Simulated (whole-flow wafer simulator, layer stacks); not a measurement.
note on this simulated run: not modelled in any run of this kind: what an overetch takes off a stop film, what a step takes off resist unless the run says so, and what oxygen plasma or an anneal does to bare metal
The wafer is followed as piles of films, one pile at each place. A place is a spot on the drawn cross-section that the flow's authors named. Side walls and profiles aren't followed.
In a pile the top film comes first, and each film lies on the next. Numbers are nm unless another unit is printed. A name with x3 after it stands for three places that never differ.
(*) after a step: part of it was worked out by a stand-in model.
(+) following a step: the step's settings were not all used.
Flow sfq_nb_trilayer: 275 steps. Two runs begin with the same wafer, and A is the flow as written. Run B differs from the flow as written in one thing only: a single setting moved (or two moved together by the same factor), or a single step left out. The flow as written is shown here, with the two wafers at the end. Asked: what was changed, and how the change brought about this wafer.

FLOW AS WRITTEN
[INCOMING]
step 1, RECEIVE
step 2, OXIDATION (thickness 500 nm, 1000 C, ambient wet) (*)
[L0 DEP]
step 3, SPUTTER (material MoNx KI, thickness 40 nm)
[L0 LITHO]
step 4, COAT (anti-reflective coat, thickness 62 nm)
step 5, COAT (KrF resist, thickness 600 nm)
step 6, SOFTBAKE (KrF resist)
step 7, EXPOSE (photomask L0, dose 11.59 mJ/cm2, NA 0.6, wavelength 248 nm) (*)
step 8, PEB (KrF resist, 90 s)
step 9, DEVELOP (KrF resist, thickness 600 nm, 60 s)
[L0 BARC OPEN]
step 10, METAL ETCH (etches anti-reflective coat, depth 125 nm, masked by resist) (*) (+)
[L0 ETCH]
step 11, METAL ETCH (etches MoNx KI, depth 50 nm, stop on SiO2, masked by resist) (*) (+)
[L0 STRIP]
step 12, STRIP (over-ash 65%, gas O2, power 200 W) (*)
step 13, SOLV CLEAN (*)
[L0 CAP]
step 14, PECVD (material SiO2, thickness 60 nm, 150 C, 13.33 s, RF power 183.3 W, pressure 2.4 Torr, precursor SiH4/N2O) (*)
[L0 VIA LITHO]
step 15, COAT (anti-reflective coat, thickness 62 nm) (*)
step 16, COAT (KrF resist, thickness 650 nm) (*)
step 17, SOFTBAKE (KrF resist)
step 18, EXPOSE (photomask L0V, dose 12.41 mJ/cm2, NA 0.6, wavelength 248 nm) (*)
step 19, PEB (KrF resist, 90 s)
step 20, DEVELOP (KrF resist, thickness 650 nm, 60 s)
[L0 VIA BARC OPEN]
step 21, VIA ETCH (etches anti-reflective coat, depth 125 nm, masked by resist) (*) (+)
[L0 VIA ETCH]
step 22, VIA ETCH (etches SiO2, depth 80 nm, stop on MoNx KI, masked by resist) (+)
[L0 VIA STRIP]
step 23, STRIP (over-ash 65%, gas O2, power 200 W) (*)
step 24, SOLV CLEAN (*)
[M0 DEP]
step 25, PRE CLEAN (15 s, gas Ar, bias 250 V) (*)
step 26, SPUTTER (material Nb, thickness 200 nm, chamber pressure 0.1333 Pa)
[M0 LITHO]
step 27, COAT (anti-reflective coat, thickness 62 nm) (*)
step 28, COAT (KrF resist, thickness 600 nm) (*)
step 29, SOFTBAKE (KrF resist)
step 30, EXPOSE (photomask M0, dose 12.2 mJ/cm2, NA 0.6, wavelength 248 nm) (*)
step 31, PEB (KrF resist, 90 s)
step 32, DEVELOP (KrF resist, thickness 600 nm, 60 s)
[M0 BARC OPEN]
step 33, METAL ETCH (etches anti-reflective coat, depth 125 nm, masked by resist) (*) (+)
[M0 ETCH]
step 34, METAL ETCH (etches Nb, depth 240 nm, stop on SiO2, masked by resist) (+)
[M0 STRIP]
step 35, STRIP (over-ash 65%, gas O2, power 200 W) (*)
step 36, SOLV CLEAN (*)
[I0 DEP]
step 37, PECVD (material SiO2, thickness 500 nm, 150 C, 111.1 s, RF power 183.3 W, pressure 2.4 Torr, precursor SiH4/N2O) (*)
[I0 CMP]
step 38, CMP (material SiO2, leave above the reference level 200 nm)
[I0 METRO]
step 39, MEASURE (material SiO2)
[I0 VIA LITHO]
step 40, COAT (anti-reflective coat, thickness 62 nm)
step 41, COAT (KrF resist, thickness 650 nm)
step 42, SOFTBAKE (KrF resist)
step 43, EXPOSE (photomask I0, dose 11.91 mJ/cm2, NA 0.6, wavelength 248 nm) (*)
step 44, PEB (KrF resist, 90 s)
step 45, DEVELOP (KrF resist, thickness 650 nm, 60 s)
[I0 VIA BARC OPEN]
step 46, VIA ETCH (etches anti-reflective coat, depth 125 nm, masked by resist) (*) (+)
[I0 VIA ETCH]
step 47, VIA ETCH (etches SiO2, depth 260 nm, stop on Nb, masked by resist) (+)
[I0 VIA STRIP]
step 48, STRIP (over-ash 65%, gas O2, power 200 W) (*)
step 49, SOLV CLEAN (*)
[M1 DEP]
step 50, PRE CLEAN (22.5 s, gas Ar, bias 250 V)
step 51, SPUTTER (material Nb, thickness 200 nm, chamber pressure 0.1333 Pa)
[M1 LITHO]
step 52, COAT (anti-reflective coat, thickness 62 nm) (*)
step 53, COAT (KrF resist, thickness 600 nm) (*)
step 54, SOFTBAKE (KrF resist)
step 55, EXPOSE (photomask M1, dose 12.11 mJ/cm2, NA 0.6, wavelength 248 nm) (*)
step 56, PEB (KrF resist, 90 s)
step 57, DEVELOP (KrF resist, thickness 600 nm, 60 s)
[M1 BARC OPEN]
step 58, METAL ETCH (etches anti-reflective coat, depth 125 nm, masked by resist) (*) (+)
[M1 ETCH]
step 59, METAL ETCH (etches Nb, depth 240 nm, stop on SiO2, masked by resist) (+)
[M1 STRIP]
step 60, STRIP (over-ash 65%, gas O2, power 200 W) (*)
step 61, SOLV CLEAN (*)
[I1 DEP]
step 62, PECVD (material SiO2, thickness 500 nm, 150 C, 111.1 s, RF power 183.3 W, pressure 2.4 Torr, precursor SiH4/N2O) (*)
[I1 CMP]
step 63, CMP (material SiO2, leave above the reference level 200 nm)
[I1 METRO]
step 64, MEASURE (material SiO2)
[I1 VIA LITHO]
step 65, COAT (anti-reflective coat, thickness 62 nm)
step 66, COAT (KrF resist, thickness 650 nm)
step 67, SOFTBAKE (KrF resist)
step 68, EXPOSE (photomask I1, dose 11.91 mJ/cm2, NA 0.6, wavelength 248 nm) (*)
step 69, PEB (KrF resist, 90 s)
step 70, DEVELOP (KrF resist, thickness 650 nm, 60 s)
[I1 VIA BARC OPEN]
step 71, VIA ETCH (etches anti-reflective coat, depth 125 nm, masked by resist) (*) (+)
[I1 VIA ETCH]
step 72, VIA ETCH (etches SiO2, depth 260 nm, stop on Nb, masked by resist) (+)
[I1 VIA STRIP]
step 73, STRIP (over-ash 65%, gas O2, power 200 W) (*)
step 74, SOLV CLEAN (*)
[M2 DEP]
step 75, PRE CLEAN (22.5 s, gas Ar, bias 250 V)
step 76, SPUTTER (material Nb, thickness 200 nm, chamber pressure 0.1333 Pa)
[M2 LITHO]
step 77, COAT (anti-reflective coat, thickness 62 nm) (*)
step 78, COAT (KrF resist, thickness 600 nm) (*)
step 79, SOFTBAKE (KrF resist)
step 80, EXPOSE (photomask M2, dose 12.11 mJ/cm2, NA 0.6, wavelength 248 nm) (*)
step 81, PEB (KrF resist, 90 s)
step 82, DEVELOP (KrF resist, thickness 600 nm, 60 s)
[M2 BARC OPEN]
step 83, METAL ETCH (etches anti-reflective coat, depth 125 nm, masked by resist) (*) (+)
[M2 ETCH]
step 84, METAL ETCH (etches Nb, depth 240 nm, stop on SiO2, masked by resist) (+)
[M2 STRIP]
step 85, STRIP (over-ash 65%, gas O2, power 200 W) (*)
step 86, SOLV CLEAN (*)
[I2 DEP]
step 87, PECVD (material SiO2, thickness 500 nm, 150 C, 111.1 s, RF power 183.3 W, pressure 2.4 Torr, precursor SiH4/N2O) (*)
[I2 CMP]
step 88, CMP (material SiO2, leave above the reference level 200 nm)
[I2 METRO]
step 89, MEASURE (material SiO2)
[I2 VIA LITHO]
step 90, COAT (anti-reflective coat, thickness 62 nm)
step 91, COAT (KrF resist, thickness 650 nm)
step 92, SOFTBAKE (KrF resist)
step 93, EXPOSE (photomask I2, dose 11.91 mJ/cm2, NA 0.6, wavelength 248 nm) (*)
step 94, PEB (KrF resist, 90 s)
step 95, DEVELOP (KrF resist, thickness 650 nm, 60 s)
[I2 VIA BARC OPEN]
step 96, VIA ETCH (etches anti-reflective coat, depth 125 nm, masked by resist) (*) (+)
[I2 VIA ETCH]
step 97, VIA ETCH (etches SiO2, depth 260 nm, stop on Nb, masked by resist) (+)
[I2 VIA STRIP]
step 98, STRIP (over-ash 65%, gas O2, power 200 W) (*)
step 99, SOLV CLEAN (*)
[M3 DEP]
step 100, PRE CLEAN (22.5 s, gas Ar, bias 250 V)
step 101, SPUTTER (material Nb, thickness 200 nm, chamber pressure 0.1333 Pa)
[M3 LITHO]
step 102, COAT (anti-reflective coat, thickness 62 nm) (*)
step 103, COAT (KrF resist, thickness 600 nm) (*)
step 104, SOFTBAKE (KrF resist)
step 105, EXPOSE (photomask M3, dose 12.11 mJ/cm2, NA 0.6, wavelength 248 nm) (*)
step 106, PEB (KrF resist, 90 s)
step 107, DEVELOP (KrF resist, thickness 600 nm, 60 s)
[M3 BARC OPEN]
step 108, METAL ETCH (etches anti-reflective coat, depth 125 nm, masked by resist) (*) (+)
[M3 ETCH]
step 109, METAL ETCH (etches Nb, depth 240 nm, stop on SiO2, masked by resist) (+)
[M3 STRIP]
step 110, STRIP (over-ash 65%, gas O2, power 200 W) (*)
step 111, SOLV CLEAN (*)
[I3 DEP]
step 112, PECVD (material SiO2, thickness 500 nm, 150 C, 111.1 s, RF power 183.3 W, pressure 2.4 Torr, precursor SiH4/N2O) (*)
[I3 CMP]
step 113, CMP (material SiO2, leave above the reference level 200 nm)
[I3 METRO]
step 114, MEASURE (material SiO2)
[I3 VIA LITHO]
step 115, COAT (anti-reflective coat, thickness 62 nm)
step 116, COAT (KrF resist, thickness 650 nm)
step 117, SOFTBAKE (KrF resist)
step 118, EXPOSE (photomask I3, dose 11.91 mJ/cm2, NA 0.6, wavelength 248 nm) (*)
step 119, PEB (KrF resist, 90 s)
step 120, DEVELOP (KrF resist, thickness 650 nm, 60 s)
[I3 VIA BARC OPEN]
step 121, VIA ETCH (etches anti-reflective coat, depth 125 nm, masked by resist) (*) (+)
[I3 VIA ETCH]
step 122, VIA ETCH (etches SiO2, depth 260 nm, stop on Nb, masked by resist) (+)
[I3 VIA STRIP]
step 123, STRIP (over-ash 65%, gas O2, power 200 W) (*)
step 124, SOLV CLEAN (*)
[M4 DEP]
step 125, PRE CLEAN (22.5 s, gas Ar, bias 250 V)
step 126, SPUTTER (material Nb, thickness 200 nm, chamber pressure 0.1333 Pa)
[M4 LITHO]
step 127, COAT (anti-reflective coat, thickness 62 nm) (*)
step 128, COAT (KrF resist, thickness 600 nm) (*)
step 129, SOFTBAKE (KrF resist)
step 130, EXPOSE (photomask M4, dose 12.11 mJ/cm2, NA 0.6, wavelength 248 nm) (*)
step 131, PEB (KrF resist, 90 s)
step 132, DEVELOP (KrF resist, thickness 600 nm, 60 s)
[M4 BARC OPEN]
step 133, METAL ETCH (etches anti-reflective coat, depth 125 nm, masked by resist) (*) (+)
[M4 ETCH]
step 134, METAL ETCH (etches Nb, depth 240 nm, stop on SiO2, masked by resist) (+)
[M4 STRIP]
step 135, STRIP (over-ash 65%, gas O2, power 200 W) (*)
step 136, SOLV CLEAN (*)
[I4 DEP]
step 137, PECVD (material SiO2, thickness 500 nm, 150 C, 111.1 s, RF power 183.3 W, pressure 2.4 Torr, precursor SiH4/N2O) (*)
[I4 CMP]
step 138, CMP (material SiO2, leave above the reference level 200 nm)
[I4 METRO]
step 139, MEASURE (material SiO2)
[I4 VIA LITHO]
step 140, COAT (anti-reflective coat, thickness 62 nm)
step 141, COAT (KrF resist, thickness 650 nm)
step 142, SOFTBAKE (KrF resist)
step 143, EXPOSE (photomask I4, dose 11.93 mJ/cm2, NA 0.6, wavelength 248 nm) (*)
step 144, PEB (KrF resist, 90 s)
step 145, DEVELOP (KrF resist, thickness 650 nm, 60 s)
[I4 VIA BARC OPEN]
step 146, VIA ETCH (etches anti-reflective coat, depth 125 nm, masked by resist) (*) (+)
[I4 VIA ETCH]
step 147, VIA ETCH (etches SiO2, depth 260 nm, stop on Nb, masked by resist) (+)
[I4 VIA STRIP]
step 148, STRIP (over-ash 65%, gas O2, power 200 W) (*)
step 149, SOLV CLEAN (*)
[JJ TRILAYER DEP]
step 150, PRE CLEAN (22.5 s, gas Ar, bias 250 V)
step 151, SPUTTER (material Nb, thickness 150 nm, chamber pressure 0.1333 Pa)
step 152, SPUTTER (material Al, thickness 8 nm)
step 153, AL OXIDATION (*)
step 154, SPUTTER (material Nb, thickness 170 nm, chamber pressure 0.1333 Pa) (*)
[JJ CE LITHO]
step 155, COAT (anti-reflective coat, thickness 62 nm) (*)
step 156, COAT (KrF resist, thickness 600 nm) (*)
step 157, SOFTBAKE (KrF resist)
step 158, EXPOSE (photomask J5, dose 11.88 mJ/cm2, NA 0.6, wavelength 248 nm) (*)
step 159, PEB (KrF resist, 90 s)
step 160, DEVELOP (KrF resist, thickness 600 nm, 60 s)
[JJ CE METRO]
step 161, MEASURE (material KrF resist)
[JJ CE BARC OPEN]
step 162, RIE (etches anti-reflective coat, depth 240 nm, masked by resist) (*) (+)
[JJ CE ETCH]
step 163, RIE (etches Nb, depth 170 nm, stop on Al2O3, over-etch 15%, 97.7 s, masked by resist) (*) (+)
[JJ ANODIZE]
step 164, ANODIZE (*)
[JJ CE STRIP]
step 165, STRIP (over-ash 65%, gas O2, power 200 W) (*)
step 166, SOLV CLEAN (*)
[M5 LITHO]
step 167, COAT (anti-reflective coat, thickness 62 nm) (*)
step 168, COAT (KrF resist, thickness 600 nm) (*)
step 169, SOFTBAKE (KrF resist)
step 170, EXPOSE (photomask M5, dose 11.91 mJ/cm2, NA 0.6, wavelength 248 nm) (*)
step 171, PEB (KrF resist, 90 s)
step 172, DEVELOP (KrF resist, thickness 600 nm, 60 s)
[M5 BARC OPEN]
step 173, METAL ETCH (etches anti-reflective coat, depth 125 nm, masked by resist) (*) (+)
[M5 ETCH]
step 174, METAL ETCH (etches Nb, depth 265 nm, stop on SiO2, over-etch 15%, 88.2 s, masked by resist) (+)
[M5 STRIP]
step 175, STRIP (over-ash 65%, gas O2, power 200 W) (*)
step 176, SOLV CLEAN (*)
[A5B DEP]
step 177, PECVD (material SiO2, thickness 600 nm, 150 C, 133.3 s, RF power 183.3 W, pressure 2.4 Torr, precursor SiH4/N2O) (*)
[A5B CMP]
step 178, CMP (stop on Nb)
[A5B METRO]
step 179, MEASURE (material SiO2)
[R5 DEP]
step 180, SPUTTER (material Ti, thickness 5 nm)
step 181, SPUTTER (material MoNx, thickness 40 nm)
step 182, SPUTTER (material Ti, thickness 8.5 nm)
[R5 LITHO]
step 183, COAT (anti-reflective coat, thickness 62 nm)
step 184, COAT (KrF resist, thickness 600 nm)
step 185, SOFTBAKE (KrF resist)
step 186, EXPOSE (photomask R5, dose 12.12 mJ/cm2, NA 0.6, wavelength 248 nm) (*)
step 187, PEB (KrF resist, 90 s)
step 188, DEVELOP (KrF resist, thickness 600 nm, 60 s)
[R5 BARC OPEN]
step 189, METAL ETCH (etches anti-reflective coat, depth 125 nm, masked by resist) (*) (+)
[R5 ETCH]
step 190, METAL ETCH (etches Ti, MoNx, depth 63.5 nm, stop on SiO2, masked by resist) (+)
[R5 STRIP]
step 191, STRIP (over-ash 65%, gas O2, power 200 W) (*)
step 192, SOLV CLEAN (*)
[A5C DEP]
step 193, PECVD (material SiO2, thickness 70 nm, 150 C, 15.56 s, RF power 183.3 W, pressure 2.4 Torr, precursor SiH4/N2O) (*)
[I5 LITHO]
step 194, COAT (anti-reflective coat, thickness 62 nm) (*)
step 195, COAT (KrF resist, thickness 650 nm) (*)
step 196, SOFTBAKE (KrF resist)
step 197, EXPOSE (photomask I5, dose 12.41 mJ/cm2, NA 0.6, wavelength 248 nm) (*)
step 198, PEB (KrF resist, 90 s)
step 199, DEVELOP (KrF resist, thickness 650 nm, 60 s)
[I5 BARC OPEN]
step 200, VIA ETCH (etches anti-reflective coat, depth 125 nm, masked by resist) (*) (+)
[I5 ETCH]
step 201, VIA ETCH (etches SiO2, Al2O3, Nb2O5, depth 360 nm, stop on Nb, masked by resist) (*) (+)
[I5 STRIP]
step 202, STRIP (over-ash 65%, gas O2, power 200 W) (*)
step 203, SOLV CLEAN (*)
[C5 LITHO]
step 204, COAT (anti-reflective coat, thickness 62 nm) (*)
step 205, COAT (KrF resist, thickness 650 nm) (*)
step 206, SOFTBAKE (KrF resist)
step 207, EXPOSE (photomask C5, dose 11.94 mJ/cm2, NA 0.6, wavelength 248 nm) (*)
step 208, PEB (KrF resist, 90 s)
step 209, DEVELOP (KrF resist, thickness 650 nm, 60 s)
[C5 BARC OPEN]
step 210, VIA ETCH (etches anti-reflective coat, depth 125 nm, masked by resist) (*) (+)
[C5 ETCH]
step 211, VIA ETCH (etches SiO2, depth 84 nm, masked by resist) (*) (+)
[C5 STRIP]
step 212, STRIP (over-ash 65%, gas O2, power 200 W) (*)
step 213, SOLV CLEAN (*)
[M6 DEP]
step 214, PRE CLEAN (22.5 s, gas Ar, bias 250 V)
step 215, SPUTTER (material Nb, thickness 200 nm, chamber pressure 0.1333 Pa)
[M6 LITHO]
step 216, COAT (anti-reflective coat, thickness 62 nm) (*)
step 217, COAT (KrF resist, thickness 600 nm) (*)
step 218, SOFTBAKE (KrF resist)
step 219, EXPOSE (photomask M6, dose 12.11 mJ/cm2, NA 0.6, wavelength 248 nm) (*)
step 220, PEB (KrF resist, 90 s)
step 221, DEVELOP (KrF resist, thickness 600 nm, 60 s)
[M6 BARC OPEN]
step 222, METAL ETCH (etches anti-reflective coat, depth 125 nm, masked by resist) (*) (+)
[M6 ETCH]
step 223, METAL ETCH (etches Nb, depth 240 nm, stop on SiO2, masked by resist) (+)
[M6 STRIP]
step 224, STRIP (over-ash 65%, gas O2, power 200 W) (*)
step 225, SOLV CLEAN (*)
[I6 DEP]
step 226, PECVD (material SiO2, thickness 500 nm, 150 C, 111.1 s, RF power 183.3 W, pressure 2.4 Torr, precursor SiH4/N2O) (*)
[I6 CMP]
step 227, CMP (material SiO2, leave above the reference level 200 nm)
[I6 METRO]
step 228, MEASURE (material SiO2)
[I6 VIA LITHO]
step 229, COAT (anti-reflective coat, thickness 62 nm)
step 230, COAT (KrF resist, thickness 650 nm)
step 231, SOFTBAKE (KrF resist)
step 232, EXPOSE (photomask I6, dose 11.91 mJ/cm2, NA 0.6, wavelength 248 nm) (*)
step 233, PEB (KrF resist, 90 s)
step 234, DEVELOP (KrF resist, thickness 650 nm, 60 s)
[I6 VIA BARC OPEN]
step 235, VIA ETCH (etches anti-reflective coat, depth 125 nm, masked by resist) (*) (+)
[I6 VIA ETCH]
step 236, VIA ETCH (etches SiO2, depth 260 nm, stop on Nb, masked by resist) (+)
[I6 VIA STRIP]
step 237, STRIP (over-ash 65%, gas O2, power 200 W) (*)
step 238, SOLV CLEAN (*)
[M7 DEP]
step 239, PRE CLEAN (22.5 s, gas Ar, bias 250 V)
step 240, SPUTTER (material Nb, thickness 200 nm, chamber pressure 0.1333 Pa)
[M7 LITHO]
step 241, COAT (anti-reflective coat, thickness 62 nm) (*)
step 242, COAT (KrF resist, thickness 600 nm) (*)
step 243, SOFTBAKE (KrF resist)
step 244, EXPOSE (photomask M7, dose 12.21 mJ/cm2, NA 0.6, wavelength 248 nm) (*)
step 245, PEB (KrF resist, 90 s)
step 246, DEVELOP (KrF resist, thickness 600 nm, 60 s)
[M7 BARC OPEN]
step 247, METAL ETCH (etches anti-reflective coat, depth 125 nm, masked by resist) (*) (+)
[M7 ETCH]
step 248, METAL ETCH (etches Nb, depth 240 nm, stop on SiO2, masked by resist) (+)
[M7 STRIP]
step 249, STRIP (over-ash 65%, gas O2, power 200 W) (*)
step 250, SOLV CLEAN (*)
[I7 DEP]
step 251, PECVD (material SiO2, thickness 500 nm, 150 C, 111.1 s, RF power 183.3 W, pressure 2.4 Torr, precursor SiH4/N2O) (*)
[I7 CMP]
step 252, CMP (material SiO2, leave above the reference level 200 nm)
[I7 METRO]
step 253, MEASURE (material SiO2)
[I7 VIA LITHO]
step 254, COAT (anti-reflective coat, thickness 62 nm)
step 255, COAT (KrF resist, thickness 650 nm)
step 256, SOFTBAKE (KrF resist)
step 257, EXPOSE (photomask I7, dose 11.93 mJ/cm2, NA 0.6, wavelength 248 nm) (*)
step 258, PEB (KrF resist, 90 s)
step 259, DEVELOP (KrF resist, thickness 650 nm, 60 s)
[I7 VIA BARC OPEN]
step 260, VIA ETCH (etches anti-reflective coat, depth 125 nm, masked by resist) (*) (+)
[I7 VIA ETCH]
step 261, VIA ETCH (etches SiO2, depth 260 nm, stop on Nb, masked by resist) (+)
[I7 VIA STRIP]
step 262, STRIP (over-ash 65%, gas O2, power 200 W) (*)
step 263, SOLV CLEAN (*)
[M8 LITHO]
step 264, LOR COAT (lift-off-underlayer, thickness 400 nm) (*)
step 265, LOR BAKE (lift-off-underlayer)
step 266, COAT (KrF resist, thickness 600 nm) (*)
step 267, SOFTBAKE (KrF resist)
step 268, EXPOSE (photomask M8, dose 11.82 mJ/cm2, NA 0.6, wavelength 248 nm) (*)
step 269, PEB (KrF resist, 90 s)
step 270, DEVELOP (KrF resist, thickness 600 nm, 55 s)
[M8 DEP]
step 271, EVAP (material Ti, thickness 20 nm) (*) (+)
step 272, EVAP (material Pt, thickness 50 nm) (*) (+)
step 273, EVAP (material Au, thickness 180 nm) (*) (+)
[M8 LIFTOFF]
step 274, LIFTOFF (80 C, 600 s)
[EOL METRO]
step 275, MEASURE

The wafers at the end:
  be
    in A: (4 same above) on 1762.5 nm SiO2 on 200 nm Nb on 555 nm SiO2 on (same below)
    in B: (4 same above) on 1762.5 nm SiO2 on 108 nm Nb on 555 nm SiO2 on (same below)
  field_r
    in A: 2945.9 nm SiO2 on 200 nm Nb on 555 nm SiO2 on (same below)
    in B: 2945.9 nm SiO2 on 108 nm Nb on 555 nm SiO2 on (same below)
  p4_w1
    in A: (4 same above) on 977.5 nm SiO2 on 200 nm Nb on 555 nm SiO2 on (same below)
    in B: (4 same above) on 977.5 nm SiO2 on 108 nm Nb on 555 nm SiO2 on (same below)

Cause: step 26, SPUTTER: thickness 108 nm was run, whereas the flow has thickness 200 nm.
The wafer itself shows it: be has Nb 108, and step 26 as written asks for 200 nm.

How this came from the change, step by step:
  step 26, SPUTTER (material Nb, thickness 200 nm, chamber pressure 0.1333 Pa)
      field_l, via_wl, via_w and 100 more: A Nb gains 200 (new film) | B Nb gains 108 (new film)
      v_sur: A Nb gains 200 (new film) | B Nb gains 104.2 (new film)
      (and at 2 other places as well)
  step 27, COAT (anti-reflective coat, thickness 62 nm) (*)
      v_sur: A anti-reflective coat gains 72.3 (new film) | B anti-reflective coat gains 74.2 (new film)
  step 34, METAL ETCH (etches Nb, depth 240 nm, stop on SiO2, masked by resist) (+)
      field_l, v_sur, via_wl and 100 more: A KrF resist loses 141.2 | B KrF resist loses 95.3
      moat, m0r_space_l, m0r_space_r: A Nb loses 200 (all of it) | B Nb loses 108 (all of it)
  step 35, STRIP (over-ash 65%, gas O2, power 200 W) (*)
      p4_fl, p4_fm, p4_w1 and 68 more: A KrF resist loses 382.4 (all of it), anti-reflective coat loses 62 (all of it) | B KrF resist loses 428.3 (all of it), anti-reflective coat loses 62 (all of it)
      c5j, ce_r, sp_r, be_r, r_sur, res: A KrF resist loses 389 (all of it), anti-reflective coat loses 63.6 (all of it) | B KrF resist loses 434.8 (all of it), anti-reflective coat loses 63.6 (all of it)
      (and at 26 other places as well)
  step 37, PECVD (material SiO2, thickness 500 nm, 150 C, 111.1 s, RF power 183.3 W, pressure 2.4 Torr, precursor SiH4/N2O) (*)
      moat, m0r_space_l, m0r_space_r: A SiO2 gains 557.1 | B SiO2 gains 500
  step 38, CMP (material SiO2, leave above the reference level 200 nm)
      moat, m0r_space_l, m0r_space_r: A SiO2 loses 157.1 | B SiO2 loses 192
